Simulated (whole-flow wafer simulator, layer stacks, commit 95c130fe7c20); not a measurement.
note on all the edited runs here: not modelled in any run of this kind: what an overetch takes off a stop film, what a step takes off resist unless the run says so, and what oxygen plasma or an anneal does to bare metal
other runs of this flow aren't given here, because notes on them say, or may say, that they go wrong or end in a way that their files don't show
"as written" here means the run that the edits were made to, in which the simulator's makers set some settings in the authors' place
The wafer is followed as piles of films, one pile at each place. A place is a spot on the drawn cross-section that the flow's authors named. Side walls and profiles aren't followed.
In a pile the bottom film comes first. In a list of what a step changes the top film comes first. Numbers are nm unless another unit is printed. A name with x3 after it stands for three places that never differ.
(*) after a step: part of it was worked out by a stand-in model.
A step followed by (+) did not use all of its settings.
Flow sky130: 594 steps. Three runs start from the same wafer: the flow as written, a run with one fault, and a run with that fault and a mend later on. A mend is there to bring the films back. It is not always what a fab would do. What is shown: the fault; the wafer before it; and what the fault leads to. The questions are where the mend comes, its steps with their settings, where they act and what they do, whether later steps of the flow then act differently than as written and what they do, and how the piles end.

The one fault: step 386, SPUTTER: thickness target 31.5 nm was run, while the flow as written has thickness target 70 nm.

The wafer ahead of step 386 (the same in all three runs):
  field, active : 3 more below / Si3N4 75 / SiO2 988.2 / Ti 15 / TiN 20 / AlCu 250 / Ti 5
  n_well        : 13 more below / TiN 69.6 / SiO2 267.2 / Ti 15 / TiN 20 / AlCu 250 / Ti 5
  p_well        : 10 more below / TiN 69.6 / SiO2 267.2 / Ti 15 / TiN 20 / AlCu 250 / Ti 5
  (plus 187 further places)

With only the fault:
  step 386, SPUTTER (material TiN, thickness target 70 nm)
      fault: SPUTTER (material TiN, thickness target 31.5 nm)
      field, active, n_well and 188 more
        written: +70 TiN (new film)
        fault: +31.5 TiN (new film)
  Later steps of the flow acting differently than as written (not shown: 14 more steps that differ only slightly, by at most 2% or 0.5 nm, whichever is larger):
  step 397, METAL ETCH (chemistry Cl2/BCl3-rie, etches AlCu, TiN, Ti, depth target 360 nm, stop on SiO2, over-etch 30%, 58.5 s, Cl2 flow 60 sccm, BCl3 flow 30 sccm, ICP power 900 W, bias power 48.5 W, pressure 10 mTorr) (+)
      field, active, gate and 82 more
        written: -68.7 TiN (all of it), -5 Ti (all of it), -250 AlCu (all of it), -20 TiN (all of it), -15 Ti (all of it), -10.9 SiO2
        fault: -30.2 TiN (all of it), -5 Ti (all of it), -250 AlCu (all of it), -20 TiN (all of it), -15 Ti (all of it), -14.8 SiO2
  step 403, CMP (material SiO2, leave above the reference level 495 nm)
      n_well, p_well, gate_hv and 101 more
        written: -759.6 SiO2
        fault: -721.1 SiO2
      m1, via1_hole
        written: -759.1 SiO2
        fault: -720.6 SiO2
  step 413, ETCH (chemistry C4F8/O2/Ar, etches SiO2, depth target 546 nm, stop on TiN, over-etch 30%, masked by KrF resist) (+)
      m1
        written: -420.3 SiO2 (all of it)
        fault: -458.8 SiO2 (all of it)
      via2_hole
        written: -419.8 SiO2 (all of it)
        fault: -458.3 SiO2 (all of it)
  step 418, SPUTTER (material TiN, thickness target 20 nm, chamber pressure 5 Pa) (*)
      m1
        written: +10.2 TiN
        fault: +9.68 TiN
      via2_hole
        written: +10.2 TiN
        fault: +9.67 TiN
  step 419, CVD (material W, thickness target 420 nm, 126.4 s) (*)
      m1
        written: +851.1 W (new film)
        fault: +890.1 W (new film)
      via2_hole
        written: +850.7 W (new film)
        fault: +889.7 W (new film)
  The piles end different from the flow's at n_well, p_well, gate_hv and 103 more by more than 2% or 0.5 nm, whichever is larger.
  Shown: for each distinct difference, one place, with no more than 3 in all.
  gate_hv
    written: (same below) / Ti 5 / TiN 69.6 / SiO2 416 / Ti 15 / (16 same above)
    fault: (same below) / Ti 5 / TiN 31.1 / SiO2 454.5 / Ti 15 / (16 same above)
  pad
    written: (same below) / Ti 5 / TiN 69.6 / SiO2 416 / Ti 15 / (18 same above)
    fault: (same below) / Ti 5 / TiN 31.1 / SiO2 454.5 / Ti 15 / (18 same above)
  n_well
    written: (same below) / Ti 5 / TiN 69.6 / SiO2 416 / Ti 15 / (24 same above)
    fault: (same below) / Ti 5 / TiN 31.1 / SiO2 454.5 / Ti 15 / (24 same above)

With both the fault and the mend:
  After step 386 comes the mend.
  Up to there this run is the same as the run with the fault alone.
  step 386a, SPUTTER (material TiN, thickness target 38.5 nm) (the flow's step 386, run once more with other settings)
      field, active, n_well and 188 more
        +38.5 TiN
  Every later step of the flow that is run acts as written at every place that is followed.
  By the end, the piles equal the flow's at every place that both follow.
